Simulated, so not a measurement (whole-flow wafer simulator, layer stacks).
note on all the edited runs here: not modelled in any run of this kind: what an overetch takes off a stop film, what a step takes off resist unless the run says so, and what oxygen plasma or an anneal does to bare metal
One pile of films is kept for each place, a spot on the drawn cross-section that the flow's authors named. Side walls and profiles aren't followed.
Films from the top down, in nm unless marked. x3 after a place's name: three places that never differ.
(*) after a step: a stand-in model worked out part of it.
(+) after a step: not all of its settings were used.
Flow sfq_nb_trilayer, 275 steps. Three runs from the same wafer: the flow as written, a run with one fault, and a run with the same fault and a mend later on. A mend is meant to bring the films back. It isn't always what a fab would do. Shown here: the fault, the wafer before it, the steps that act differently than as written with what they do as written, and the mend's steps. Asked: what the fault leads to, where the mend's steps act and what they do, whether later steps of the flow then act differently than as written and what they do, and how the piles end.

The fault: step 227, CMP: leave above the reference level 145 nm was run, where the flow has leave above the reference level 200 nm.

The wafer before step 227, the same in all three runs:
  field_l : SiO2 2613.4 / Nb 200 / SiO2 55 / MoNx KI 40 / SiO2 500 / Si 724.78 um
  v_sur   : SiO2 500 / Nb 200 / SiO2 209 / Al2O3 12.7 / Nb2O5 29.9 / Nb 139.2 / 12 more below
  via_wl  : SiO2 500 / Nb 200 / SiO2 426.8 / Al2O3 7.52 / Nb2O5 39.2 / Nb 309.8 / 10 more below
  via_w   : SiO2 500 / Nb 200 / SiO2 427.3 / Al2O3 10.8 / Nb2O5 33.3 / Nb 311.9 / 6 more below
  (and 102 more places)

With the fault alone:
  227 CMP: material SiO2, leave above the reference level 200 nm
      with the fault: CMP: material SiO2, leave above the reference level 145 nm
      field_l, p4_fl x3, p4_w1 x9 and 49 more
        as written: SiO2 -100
        with the fault: SiO2 -155
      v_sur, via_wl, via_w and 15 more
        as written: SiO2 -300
        with the fault: SiO2 -355
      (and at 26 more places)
  Later steps of the flow that act differently than as written (4 more steps differ only slightly, by at most 2% or 0.5 nm, whichever is larger, and aren't shown):
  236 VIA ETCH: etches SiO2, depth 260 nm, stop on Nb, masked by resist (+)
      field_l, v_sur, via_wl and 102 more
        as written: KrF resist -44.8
        with the fault: KrF resist -37.5
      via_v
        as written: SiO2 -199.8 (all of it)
        with the fault: SiO2 -144.8 (all of it)
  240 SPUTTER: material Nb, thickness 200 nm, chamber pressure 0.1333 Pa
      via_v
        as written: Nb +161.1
        with the fault: Nb +174.5
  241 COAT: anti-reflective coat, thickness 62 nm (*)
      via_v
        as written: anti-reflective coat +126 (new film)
        with the fault: anti-reflective coat +112.5 (new film)
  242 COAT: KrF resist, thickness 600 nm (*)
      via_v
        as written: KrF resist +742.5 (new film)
        with the fault: KrF resist +696.6 (new film)
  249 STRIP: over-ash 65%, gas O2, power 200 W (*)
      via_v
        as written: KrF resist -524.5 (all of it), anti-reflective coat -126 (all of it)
        with the fault: KrF resist -478.8 (all of it), anti-reflective coat -112.5 (all of it)
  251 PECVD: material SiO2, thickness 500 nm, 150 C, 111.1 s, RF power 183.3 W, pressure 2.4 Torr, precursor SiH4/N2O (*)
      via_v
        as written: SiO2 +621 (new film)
        with the fault: SiO2 +526.6 (new film)
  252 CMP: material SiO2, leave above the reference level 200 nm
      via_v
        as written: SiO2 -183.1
        with the fault: SiO2 -157.1
  At the end the piles differ from the flow's by more than 2% or 0.5 nm, whichever is larger, at v_sur, via_wl, via_w and 86 more.
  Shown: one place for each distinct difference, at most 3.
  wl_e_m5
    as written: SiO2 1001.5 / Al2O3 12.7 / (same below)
    with the fault: SiO2 946.5 / Al2O3 12.7 / (same below)
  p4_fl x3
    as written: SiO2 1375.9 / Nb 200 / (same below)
    with the fault: SiO2 1320.9 / Nb 200 / (same below)
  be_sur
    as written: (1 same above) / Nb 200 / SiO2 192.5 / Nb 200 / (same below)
    with the fault: (1 same above) / Nb 200 / SiO2 137.5 / Nb 200 / (same below)

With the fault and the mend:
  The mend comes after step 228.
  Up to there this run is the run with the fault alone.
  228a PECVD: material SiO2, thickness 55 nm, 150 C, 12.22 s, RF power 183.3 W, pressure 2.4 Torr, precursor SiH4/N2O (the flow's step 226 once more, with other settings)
      field_l, v_sur, via_wl and 103 more
        SiO2 +55
  No later step of the flow acts differently than as written at any place that is followed.
  At the end the piles are the same as the flow's at every place that both follow.
